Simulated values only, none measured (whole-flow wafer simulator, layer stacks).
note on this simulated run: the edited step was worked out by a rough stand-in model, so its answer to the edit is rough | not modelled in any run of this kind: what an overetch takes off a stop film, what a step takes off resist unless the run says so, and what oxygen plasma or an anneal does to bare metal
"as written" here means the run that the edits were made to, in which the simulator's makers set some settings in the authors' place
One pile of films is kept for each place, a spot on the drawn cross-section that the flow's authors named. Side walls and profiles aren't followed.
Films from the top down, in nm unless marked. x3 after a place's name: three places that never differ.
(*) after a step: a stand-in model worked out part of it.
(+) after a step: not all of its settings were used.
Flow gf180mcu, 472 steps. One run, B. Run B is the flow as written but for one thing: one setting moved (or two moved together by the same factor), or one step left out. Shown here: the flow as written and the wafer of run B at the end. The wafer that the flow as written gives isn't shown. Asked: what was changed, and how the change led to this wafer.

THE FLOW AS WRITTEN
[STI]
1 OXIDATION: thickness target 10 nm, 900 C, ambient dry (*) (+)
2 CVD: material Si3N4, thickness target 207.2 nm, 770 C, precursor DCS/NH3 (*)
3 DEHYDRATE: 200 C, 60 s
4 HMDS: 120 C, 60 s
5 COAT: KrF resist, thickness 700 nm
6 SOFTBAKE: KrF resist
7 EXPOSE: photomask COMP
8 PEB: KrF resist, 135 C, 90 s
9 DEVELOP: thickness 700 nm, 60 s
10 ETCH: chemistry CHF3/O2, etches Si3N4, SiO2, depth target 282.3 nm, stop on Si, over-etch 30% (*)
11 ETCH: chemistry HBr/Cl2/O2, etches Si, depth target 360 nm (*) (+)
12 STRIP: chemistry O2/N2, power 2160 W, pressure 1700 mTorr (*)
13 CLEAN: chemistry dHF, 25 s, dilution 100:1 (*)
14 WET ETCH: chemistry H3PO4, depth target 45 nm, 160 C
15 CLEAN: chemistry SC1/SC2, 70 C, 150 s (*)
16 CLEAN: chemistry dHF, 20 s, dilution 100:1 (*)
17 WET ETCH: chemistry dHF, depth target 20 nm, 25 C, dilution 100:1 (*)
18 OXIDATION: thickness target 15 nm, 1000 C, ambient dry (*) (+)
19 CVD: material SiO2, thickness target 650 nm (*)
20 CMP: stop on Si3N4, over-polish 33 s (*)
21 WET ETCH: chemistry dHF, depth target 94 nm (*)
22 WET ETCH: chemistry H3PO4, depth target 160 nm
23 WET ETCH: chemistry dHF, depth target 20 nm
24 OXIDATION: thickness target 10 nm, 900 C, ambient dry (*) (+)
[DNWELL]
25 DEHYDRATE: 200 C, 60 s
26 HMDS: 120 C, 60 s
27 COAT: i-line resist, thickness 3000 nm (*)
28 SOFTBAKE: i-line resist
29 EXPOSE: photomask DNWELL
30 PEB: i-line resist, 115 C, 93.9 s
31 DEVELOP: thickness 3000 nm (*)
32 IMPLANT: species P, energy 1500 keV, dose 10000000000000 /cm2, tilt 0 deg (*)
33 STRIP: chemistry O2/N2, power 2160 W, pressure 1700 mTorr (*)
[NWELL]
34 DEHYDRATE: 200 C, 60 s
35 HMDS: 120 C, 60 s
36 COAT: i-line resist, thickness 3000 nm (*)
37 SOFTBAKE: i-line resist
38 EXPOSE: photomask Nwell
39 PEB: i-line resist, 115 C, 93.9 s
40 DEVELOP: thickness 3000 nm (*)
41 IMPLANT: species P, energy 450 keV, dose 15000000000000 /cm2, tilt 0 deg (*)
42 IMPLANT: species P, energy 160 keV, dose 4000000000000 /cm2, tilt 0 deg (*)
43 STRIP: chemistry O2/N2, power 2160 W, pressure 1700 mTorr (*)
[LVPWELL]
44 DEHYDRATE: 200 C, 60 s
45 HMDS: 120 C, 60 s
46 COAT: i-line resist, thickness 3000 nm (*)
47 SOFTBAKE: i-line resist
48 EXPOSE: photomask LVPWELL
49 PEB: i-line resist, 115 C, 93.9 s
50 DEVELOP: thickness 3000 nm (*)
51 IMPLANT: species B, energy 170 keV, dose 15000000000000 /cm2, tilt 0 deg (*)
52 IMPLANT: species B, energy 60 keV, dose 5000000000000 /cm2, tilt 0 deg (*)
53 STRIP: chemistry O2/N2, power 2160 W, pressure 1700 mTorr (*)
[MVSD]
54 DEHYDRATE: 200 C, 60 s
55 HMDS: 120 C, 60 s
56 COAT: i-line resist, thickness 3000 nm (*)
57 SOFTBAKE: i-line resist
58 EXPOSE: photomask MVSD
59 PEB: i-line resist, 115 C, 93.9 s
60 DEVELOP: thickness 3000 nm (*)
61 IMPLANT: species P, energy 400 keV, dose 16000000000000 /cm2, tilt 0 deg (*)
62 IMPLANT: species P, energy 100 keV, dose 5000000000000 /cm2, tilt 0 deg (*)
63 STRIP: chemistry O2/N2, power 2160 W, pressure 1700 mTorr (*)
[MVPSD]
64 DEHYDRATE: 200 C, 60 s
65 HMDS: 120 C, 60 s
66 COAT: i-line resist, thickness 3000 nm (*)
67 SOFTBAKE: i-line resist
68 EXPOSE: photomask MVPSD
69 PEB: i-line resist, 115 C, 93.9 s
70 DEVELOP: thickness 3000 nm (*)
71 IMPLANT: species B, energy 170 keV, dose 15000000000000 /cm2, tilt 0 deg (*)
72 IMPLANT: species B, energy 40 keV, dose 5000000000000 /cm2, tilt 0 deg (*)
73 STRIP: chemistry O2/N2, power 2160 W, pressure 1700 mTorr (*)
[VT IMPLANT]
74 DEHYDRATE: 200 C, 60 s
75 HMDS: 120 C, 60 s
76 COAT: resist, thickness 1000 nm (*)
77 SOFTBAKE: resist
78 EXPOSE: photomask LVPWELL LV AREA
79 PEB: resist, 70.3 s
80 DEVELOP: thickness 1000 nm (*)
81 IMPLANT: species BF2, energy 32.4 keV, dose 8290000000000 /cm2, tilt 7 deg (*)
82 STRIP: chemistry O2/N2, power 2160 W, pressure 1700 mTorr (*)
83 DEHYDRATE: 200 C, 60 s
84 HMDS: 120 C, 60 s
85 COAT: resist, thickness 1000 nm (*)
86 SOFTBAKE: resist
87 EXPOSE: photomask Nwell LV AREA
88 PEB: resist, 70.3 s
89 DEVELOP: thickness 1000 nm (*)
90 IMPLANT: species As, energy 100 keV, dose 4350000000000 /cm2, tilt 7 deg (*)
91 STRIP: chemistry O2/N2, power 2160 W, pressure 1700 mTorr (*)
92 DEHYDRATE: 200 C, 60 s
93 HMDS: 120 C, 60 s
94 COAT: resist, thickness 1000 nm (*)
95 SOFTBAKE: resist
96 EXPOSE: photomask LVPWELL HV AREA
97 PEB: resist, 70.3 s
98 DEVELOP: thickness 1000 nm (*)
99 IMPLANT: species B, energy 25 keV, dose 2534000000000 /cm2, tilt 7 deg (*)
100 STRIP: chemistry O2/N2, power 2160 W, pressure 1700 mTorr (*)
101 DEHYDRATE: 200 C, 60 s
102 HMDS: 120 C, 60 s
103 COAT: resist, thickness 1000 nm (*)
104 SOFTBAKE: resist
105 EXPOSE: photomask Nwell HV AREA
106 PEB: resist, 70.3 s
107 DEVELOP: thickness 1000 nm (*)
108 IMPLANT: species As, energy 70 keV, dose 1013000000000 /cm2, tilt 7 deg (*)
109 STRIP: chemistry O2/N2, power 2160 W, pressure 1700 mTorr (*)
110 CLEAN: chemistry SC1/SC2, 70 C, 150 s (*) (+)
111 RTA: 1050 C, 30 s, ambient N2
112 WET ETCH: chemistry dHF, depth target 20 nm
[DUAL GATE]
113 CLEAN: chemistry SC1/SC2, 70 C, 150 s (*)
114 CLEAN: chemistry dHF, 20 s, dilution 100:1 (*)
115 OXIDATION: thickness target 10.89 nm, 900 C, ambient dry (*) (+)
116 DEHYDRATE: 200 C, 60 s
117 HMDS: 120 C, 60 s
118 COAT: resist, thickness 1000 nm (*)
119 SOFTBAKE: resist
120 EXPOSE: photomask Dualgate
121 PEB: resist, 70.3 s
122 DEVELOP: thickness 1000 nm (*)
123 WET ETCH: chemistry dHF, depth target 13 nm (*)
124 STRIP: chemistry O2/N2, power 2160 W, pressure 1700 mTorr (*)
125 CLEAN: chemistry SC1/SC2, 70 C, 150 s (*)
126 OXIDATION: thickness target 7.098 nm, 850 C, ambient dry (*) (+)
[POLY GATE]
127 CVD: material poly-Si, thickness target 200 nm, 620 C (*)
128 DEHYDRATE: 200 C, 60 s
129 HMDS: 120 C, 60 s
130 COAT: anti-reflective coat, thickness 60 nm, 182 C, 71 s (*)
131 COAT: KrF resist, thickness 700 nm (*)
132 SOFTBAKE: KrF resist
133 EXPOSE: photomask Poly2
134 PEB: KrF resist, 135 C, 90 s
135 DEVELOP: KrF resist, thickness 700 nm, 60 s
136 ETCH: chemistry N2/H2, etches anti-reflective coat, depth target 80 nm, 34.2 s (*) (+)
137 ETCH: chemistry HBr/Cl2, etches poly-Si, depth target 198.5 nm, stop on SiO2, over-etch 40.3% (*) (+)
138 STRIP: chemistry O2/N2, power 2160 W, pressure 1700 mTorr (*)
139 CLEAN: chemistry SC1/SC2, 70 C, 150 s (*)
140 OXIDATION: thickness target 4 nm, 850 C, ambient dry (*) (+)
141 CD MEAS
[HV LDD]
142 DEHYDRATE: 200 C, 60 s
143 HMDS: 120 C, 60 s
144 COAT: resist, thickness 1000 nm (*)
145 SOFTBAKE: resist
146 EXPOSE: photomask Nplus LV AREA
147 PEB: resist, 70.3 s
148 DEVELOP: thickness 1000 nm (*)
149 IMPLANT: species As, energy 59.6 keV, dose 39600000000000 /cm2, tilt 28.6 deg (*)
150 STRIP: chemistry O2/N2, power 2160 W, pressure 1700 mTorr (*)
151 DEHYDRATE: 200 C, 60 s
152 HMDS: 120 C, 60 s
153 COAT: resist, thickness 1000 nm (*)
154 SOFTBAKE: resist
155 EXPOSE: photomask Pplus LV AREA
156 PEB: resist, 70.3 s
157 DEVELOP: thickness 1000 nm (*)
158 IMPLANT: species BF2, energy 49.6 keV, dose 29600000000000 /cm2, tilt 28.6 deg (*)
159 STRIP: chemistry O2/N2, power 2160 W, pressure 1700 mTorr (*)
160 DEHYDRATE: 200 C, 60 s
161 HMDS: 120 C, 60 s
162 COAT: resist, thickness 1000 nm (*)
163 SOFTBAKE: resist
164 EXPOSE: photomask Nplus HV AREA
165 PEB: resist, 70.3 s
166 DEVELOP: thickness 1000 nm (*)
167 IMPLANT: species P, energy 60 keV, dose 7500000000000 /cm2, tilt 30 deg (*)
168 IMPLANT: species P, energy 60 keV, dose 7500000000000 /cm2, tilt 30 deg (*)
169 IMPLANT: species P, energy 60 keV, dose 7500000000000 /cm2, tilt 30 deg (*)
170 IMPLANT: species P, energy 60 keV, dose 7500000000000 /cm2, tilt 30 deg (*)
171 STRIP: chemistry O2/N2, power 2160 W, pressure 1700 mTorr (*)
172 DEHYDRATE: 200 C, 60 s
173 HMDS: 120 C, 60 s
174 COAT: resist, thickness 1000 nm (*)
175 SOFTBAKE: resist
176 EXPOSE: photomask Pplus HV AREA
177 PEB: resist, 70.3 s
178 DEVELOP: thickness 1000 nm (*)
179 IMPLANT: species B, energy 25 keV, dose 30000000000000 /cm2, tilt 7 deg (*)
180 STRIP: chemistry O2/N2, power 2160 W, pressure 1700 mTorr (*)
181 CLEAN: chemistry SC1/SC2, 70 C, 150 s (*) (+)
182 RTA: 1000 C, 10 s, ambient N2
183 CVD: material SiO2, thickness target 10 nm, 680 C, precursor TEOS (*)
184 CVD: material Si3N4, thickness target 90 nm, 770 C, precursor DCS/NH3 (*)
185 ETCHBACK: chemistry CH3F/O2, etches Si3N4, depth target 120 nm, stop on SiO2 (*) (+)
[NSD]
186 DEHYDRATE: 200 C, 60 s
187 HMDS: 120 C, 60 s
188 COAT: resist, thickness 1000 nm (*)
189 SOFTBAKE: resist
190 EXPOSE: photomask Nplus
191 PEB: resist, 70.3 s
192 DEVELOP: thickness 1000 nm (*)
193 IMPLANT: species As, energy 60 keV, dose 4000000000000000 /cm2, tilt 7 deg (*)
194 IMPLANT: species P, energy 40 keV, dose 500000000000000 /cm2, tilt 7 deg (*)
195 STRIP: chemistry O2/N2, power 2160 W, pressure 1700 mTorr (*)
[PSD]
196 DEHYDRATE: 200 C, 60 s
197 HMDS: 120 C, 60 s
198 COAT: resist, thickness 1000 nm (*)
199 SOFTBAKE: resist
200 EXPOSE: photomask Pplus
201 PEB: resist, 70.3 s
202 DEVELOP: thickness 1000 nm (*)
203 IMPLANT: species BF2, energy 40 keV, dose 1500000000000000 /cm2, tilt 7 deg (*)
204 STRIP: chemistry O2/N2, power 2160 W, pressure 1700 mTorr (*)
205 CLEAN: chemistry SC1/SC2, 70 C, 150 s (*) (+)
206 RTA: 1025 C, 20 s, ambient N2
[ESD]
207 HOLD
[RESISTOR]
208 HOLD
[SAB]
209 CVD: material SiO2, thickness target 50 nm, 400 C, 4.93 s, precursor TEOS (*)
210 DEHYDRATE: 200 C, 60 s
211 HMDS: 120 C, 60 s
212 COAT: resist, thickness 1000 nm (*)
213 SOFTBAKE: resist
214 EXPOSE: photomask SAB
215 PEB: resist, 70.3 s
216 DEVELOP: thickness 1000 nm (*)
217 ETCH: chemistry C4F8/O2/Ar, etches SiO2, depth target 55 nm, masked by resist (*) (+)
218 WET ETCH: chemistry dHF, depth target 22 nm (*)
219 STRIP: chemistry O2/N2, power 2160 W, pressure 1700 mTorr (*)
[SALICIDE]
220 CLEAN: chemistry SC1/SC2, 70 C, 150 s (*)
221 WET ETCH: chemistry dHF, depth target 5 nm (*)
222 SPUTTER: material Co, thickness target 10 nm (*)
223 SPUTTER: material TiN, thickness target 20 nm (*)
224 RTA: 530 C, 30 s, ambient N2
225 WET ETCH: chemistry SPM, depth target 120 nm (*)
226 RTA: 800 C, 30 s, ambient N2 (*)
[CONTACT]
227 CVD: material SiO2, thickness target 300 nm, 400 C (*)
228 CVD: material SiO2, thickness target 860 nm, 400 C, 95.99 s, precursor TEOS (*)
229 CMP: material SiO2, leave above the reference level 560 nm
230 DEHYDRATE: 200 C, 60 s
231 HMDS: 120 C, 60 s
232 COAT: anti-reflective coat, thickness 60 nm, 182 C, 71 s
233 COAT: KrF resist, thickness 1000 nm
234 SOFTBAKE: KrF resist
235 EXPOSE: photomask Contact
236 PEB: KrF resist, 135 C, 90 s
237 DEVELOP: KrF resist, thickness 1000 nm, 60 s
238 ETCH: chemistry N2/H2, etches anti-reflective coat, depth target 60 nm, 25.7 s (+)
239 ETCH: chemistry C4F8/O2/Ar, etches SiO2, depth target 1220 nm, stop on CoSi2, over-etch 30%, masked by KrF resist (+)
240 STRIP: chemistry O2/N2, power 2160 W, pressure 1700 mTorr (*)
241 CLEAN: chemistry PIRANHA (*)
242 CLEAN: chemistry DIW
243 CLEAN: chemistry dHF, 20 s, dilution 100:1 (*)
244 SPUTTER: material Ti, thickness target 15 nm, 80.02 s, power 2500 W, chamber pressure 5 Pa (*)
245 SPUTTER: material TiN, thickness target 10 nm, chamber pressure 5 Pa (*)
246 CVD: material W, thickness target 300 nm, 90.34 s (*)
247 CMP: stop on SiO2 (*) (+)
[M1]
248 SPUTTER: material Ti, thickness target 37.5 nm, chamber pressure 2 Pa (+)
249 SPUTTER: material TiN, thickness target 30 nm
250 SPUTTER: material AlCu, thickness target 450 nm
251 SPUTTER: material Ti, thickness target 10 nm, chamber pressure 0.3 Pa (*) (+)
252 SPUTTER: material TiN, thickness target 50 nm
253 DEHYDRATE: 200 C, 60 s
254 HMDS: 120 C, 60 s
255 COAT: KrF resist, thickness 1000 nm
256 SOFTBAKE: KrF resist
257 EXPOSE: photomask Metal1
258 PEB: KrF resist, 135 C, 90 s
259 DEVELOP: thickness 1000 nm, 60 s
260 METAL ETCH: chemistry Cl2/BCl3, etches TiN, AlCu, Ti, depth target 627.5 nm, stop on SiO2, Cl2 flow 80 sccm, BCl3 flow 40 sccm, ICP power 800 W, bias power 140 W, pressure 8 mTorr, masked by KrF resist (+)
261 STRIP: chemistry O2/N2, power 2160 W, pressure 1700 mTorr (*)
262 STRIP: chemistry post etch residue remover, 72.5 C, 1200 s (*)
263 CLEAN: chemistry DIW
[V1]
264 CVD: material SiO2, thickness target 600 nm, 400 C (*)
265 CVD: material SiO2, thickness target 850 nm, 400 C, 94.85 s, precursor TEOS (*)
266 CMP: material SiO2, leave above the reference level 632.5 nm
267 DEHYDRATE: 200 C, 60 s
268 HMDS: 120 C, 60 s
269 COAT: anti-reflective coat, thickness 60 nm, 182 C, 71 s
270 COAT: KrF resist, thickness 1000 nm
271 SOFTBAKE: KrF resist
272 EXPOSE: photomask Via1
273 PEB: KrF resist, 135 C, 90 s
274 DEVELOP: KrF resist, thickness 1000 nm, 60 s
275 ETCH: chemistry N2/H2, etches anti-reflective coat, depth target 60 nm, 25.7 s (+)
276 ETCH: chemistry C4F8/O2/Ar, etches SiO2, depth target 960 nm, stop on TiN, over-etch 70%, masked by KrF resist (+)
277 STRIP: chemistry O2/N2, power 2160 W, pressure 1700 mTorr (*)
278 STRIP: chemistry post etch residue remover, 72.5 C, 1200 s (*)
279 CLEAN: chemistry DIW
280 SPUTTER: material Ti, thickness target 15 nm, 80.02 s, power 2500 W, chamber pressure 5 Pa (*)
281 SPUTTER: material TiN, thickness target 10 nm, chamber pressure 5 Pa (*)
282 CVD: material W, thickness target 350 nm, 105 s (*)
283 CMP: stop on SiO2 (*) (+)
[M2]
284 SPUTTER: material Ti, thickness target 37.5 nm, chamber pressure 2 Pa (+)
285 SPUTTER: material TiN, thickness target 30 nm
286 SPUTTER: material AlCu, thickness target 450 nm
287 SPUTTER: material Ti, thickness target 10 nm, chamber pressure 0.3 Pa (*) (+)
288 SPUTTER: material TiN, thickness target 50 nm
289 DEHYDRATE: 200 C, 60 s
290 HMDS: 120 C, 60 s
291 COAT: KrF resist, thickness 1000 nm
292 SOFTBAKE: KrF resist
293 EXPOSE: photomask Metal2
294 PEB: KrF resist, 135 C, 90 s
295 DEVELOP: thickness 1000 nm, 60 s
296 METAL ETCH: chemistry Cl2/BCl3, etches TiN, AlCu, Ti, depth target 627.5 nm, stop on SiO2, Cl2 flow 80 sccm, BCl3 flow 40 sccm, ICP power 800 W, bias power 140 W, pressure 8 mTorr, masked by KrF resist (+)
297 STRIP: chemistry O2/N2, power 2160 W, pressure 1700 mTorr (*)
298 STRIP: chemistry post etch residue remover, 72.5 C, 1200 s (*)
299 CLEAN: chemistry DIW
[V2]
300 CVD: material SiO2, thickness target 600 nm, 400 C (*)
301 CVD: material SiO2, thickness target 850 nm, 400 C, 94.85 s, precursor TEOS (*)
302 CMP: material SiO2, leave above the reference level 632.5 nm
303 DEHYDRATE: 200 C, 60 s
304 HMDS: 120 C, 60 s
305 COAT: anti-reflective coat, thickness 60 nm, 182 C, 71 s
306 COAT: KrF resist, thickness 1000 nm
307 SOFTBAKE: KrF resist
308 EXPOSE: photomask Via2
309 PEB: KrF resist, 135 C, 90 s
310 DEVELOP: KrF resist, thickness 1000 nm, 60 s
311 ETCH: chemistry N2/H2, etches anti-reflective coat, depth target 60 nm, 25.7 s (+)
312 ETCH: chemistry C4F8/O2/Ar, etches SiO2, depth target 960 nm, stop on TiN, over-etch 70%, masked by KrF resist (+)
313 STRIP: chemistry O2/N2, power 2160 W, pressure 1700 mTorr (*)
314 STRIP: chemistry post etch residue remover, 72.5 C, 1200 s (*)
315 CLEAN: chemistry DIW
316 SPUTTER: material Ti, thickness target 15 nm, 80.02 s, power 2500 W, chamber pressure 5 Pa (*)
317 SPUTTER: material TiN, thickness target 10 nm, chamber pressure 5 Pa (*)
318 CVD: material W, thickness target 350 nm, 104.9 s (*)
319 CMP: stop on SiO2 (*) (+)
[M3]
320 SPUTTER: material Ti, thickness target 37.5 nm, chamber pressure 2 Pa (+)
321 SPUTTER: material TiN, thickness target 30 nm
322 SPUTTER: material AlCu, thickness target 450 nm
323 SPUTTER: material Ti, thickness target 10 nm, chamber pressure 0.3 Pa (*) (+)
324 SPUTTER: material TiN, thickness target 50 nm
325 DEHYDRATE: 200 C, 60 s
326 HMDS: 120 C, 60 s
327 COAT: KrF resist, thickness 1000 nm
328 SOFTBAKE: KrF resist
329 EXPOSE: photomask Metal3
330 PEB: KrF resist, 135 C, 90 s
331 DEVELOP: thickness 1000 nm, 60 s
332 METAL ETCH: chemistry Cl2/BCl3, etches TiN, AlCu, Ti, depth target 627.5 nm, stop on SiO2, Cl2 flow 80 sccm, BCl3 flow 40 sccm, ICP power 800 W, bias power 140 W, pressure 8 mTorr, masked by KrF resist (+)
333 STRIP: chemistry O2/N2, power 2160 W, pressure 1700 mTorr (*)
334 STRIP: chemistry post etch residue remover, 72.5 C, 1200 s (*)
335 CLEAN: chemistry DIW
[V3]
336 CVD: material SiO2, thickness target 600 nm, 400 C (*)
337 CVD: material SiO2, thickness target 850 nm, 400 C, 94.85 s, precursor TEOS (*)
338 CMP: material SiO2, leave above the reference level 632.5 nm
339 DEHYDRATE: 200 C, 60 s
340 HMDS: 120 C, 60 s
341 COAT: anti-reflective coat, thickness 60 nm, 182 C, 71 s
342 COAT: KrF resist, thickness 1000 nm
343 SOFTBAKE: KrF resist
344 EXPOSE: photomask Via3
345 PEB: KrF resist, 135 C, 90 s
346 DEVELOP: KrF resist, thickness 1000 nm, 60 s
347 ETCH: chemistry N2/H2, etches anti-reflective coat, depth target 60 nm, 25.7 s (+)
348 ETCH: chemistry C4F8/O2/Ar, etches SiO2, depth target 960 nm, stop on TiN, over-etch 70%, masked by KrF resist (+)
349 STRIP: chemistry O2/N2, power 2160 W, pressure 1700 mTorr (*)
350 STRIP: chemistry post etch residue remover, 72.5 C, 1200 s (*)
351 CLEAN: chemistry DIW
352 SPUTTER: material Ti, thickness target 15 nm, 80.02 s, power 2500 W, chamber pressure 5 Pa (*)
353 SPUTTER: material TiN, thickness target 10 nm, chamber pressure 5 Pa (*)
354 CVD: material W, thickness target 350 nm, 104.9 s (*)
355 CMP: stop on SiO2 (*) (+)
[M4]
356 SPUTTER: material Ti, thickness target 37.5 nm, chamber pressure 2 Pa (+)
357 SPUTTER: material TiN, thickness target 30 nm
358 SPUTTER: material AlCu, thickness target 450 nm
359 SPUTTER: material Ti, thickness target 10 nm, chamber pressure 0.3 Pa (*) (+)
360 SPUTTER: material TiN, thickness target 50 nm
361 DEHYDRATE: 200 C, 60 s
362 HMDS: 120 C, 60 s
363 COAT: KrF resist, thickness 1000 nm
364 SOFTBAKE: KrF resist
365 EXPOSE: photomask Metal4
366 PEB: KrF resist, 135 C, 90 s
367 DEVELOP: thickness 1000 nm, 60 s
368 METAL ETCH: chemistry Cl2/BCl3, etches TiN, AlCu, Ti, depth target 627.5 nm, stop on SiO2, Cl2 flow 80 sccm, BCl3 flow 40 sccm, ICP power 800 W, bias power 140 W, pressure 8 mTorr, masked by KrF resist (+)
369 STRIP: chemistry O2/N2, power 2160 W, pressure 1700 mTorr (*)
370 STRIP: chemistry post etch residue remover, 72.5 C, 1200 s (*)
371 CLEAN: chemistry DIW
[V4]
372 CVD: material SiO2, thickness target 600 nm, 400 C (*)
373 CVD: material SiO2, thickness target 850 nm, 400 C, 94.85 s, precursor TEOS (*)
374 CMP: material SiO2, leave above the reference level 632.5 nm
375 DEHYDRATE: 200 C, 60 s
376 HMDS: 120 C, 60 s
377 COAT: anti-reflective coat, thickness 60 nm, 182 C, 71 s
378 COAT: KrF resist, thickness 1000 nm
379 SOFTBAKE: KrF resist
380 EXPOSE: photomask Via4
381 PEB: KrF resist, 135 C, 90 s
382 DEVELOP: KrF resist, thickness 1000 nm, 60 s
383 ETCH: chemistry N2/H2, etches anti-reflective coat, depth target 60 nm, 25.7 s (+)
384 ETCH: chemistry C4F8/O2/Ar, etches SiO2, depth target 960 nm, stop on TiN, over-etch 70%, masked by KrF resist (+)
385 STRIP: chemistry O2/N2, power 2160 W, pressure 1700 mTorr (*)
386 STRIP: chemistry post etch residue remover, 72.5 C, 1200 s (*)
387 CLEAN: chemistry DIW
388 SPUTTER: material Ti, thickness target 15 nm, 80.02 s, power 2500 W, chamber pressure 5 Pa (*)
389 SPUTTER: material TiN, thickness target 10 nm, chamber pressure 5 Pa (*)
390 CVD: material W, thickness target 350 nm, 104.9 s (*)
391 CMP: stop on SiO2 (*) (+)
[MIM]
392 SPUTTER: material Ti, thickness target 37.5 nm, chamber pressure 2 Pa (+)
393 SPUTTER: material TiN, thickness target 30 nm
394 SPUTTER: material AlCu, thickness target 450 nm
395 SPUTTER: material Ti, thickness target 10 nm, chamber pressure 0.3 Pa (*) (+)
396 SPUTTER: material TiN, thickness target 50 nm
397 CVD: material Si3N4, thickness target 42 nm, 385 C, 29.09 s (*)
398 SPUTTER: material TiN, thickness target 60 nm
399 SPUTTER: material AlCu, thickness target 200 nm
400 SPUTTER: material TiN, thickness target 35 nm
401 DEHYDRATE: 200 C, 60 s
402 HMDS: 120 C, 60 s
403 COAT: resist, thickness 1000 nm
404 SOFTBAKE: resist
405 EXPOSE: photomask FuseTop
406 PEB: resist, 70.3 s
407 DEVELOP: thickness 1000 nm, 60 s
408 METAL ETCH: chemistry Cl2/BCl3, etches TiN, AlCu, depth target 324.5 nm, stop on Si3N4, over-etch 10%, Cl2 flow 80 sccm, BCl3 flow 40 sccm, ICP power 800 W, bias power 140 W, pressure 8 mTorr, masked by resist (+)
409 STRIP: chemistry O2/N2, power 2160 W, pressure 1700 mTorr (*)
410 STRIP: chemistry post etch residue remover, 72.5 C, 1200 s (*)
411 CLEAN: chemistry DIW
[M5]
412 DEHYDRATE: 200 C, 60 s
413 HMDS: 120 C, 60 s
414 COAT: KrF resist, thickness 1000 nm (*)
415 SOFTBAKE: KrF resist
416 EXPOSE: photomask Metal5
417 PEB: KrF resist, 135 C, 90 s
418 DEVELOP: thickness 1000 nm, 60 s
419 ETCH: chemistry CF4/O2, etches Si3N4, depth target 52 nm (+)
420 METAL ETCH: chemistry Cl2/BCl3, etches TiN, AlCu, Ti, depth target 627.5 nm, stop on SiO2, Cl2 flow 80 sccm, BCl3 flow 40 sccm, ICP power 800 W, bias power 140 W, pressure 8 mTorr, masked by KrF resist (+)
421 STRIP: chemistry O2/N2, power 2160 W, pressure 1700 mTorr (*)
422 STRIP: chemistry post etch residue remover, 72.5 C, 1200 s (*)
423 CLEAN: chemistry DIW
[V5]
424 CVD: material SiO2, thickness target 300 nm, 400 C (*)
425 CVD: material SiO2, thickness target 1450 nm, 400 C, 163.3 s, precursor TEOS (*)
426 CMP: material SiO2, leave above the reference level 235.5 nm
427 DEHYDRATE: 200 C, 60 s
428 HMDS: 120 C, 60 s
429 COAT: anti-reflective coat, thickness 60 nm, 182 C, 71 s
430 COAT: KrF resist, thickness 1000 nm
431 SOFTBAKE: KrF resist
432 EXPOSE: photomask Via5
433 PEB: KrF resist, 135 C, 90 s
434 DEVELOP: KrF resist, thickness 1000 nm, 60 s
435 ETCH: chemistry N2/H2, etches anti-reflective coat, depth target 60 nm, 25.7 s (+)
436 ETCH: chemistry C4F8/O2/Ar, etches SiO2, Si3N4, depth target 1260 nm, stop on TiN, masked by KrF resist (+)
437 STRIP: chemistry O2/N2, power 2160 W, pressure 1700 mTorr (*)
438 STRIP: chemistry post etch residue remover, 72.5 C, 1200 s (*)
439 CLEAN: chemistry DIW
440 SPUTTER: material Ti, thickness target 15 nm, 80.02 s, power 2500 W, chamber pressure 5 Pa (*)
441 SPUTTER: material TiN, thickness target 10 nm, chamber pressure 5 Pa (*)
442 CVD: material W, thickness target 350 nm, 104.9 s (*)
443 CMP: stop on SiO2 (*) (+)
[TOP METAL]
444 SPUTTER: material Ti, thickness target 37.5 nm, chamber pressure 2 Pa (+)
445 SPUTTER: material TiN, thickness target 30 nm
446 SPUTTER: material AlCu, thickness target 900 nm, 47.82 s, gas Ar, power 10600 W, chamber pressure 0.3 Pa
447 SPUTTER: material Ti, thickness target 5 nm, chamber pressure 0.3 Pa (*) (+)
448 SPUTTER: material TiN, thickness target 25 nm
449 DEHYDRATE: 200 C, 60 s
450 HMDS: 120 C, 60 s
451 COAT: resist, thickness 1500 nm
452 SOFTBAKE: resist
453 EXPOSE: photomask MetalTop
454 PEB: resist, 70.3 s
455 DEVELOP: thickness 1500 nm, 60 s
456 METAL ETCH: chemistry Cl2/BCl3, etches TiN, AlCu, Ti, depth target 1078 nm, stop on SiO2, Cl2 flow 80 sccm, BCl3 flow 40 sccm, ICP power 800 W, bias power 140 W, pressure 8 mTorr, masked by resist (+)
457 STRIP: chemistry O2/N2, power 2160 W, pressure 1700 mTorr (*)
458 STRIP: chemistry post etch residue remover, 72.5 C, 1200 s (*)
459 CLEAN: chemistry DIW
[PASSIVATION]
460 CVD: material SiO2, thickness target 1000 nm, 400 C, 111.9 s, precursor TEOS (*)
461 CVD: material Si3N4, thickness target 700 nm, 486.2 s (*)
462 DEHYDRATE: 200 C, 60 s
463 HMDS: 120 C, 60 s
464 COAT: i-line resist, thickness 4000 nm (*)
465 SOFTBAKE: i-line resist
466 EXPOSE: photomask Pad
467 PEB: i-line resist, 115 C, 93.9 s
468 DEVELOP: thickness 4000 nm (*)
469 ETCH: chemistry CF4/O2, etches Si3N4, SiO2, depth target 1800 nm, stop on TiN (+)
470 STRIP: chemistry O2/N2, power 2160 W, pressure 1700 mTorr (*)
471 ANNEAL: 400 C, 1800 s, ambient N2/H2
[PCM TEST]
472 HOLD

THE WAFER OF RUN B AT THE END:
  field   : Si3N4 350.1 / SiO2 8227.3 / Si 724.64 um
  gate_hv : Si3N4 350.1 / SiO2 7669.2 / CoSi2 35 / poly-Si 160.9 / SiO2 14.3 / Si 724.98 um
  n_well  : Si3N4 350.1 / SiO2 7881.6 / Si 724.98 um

The cause: step 461, CVD: thickness target 350 nm was run, where the flow has thickness target 700 nm; step 461, CVD: 243.1 s was run, where the flow has 486.2 s.

How the change led to this, step by step:
  461 CVD: material Si3N4, thickness target 700 nm, 486.2 s (*)
      field, field__w1, field__w2 and 109 more: Si3N4 +350.1 (new film) (as written it would be: Si3N4 +700 (new film))
  465 SOFTBAKE: i-line resist
      field__w11, field__w13: i-line resist +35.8 (as written it would be: i-line resist +37.6)
      ld_acc_p, ld_fp_p: i-line resist +31.9 (as written it would be: i-line resist +33.8)
      (and at 55 more places)
  469 ETCH: chemistry CF4/O2, etches Si3N4, SiO2, depth target 1800 nm, stop on TiN (+)
      pad: Si3N4 -350.1 (all of it), SiO2 -1000 (all of it) (as written it would be: Si3N4 -700 (all of it), SiO2 -1000 (all of it))
